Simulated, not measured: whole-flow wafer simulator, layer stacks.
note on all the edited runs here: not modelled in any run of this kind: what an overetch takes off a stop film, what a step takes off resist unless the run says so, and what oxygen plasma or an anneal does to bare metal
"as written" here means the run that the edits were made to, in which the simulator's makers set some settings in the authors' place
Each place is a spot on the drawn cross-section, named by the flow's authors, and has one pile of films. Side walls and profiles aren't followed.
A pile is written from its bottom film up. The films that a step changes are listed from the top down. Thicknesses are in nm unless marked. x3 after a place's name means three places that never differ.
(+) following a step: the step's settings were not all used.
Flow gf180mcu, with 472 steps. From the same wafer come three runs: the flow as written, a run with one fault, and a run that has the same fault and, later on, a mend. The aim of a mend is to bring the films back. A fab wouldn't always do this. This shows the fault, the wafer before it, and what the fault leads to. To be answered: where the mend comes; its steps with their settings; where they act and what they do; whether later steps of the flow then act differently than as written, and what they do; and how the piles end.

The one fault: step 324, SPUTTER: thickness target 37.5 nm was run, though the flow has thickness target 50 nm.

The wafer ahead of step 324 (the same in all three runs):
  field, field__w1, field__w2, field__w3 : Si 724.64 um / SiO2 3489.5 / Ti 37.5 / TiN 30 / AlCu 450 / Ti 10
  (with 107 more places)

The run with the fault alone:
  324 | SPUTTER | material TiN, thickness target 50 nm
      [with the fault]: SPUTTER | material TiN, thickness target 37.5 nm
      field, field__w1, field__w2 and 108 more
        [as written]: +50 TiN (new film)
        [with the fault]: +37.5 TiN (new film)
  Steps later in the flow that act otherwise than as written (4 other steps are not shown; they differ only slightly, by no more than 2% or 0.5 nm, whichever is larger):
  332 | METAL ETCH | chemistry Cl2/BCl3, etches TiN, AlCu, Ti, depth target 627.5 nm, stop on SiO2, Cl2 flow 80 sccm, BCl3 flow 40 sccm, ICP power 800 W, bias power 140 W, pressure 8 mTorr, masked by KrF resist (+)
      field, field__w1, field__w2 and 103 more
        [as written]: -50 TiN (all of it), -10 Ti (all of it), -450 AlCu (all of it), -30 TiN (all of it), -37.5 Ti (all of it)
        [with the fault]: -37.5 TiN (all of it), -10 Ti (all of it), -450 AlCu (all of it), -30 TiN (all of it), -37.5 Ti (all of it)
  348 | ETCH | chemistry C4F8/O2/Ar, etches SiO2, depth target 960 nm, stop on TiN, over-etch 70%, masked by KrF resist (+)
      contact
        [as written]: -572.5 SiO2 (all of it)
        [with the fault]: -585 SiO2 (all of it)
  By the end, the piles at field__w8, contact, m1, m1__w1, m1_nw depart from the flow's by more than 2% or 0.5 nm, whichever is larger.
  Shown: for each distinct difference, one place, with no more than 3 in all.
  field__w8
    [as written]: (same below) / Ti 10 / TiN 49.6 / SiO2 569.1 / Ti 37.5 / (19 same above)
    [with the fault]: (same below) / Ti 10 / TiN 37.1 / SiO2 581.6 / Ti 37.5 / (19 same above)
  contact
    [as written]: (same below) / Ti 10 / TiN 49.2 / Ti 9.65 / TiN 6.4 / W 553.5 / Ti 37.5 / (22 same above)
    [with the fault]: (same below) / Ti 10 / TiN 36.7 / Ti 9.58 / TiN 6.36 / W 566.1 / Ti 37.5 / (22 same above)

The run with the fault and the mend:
  After step 324 comes the mend.
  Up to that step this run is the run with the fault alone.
  324a | SPUTTER | material TiN, thickness target 12.5 nm (the flow's step 324 again, with other settings)
      field, field__w1, field__w2 and 108 more
        +12.5 TiN
  Later steps of the flow that are run all act as written at every place that is followed.
  At every place that both follow, the piles at the end match the flow's.
